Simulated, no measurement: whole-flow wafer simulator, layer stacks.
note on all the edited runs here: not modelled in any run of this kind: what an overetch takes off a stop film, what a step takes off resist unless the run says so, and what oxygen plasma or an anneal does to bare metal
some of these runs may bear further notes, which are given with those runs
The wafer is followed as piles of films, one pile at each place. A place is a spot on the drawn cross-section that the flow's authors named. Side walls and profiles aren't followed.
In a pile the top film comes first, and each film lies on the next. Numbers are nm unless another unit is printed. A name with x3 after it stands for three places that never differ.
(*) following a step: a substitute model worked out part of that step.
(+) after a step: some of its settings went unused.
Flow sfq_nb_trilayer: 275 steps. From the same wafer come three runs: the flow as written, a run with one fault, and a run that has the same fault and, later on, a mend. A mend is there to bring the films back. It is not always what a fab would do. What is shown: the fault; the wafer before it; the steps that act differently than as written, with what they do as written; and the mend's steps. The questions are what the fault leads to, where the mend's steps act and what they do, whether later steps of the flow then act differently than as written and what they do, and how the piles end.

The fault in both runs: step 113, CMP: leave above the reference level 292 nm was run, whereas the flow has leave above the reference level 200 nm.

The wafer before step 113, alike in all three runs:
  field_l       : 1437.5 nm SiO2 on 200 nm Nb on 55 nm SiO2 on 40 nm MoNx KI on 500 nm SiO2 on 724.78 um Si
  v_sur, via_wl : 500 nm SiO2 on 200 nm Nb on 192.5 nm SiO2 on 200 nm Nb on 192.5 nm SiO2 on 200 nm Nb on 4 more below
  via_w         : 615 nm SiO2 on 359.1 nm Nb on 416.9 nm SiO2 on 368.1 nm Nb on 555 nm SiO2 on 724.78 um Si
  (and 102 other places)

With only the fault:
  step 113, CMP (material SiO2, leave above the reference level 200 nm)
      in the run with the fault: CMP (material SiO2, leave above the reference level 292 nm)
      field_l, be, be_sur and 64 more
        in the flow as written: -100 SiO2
        in the run with the fault: -8 SiO2
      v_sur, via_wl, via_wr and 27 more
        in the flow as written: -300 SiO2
        in the run with the fault: -208 SiO2
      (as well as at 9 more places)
  Steps later in the flow that act otherwise than as written (4 other steps are not shown; they differ only slightly, by no more than 2% or 0.5 nm, whichever is larger):
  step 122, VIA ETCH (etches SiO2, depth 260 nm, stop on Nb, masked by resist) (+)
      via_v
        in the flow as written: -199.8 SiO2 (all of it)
        in the run with the fault: -260 SiO2
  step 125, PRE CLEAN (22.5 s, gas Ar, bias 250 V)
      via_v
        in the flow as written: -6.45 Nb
        in the run with the fault: -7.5 SiO2
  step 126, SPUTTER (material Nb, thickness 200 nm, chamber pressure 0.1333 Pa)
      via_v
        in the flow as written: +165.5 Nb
        in the run with the fault: +152.6 Nb (new film)
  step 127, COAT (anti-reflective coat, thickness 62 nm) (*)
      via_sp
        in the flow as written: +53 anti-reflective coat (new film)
        in the run with the fault: +50.1 anti-reflective coat (new film)
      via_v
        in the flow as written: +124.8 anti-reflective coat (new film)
        in the run with the fault: +128.6 anti-reflective coat (new film)
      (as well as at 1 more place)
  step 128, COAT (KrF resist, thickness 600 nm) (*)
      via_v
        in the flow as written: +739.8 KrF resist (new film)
        in the run with the fault: +797.5 KrF resist (new film)
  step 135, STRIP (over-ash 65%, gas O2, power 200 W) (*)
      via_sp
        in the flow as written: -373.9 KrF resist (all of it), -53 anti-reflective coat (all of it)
        in the run with the fault: -369.8 KrF resist (all of it), -50.1 anti-reflective coat (all of it)
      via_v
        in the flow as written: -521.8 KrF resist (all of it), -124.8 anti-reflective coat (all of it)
        in the run with the fault: -579.3 KrF resist (all of it), -128.6 anti-reflective coat (all of it)
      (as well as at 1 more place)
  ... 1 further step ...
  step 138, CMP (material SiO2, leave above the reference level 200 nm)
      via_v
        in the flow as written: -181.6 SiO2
        in the run with the fault: -157.1 SiO2
  At field_l, v_sur, via_wl and 103 more, the piles at the end differ from the flow's by more than 2% or 0.5 nm, whichever is larger.
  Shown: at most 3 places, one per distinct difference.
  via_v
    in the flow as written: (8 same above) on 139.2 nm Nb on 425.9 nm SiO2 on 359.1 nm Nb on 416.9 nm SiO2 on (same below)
    in the run with the fault: (8 same above) on 139.2 nm Nb on 500.1 nm SiO2 on 152.6 nm Nb on 24.3 nm SiO2 on 200 nm Nb on 416.9 nm SiO2 on (same below)
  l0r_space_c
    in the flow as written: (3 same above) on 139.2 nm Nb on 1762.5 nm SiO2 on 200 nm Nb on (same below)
    in the run with the fault: (3 same above) on 139.2 nm Nb on 1854.5 nm SiO2 on 200 nm Nb on (same below)
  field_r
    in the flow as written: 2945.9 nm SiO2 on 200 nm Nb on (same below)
    in the run with the fault: 3037.9 nm SiO2 on 200 nm Nb on (same below)

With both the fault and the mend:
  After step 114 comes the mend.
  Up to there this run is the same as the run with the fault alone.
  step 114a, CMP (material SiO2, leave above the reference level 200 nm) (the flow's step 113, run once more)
      field_l, v_sur, via_wl and 103 more
        -92 SiO2
  None of the later steps of the flow acts differently than as written at any place that is followed.
  The piles end the same as the flow's at every place that both follow.
